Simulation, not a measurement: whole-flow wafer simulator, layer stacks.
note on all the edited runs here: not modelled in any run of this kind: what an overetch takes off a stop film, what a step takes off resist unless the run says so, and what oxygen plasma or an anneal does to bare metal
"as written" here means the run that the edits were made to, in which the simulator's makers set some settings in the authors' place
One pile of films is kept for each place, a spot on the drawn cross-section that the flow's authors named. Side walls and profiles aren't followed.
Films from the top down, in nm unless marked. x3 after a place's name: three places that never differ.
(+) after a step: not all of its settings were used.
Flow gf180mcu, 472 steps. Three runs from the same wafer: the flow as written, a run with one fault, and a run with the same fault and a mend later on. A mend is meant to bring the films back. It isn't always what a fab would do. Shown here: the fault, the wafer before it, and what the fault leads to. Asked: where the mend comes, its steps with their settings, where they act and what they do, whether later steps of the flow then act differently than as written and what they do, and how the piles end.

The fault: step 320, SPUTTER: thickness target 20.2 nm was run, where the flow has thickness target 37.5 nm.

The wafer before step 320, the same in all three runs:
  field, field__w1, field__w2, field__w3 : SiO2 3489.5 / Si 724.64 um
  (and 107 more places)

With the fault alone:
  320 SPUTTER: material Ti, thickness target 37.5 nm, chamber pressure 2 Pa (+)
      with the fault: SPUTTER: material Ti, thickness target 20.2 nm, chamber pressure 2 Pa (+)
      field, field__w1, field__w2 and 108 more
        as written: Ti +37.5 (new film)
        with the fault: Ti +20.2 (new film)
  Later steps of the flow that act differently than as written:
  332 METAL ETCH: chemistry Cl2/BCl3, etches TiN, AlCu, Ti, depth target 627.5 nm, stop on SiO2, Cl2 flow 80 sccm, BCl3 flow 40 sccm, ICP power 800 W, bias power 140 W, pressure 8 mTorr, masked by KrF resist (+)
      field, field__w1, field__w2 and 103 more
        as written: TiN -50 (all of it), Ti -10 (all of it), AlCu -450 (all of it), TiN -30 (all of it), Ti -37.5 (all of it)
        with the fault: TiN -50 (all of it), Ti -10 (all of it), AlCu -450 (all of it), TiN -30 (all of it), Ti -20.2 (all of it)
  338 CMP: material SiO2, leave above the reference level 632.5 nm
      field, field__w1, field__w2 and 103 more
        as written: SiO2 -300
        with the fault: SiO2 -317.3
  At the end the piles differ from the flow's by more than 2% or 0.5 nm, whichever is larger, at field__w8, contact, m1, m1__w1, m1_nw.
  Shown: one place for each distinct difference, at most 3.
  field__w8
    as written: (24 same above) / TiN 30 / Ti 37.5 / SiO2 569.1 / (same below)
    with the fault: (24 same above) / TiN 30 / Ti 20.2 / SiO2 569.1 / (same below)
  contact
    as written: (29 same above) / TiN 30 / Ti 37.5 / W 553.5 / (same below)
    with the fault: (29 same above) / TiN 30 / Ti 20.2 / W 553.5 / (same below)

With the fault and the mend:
  The mend comes after step 320.
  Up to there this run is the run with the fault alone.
  320a SPUTTER: material Ti, thickness target 17.3 nm, chamber pressure 2 Pa (+) (the flow's step 320 once more, with other settings)
      field, field__w1, field__w2 and 108 more
        Ti +17.3
  No later step of the flow acts differently than as written at any place that is followed.
  At the end the piles are the same as the flow's at every place that both follow.
